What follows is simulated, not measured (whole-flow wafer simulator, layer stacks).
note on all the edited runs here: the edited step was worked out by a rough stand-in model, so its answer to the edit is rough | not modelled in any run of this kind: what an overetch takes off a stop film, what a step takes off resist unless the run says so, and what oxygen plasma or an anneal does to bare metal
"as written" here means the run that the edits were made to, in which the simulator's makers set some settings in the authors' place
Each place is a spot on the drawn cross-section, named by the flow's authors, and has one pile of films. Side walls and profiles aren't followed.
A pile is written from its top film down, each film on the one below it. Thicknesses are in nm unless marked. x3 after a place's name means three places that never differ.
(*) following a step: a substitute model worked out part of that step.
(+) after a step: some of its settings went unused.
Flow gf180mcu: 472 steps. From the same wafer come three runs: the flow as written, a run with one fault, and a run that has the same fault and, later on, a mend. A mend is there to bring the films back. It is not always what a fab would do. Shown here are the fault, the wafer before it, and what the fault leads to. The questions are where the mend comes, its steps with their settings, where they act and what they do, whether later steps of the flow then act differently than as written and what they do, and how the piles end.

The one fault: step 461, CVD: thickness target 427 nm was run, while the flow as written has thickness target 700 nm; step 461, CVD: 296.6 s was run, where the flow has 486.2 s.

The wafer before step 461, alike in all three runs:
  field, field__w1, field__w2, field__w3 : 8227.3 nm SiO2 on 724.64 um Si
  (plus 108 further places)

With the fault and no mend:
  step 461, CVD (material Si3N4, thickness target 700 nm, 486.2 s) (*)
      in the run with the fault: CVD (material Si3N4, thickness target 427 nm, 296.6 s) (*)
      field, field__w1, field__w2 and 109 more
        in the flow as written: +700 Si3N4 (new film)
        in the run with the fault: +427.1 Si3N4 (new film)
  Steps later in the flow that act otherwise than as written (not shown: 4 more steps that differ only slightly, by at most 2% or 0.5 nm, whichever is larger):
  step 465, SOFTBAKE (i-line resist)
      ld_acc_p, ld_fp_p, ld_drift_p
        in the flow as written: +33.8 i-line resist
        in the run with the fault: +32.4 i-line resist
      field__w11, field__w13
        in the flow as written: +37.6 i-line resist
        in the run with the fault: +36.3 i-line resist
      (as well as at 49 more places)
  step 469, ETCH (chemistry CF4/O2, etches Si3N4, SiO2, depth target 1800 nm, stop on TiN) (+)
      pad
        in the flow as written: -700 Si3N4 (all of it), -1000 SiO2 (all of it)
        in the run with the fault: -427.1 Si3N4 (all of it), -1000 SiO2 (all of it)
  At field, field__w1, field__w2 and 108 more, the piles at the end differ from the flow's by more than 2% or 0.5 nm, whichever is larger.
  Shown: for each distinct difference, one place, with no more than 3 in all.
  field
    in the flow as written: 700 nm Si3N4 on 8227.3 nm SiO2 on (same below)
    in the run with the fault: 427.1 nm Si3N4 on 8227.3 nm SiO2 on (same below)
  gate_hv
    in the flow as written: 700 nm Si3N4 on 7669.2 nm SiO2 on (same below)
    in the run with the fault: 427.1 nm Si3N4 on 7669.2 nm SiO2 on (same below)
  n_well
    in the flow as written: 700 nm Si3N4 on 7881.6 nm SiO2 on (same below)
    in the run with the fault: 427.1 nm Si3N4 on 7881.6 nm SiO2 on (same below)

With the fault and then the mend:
  After step 461 comes the mend.
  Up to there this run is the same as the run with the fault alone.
  step 461a, CVD (material Si3N4, thickness target 273 nm, 189.6 s) (*) (a further turn of the flow's step 461, with different settings)
      field, field__w1, field__w2 and 109 more
        +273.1 Si3N4
  Every later step of the flow that is run acts as written, at every place that is followed, to within 2% or 0.5 nm, whichever is larger.
  When the end is reached, the piles differ only a little from the flow's at the places that both follow, at most by 2% or 0.5 nm, whichever is larger.
